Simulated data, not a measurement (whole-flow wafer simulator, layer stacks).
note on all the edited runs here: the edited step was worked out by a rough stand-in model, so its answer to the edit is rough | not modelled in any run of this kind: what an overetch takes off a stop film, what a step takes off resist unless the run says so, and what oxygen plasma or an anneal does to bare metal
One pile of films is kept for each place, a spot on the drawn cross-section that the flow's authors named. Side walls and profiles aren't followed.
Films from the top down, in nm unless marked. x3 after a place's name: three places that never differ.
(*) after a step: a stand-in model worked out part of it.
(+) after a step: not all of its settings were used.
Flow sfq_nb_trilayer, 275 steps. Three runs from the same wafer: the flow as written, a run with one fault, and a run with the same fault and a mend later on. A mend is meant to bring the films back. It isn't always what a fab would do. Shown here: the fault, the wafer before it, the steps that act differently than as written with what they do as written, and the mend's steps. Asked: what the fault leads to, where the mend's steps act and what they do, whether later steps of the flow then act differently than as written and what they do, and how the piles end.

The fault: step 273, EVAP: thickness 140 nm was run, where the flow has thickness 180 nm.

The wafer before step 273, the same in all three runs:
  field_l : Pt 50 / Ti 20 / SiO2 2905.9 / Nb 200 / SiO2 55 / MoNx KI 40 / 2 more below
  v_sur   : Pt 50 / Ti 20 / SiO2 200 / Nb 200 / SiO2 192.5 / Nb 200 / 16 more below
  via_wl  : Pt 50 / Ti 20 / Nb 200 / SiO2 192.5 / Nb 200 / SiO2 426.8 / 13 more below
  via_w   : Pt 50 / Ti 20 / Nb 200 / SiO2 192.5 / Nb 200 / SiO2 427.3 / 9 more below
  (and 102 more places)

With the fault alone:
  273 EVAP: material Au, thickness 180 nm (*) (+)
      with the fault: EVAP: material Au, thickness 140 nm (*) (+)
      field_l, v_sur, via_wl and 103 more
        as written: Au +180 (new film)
        with the fault: Au +140 (new film)
  Later steps of the flow that act differently than as written:
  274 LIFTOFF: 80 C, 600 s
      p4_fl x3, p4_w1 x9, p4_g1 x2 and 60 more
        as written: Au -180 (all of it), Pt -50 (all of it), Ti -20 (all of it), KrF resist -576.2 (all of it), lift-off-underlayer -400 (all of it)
        with the fault: Au -140 (all of it), Pt -50 (all of it), Ti -20 (all of it), KrF resist -576.2 (all of it), lift-off-underlayer -400 (all of it)
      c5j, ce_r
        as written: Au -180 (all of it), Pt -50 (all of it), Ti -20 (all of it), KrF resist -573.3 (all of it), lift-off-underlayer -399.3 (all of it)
        with the fault: Au -140 (all of it), Pt -50 (all of it), Ti -20 (all of it), KrF resist -573.3 (all of it), lift-off-underlayer -399.3 (all of it)
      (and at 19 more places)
  At the end the piles differ from the flow's by more than 2% or 0.5 nm, whichever is larger, at field_l, v_sur, via_wl and 8 more.
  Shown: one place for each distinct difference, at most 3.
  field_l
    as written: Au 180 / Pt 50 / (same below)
    with the fault: Au 140 / Pt 50 / (same below)

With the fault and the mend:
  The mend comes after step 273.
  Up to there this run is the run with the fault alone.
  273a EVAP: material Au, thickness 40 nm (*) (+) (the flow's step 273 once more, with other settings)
      field_l, v_sur, via_wl and 103 more
        Au +40
  No later step of the flow acts differently than as written at any place that is followed.
  At the end the piles are the same as the flow's at every place that both follow.
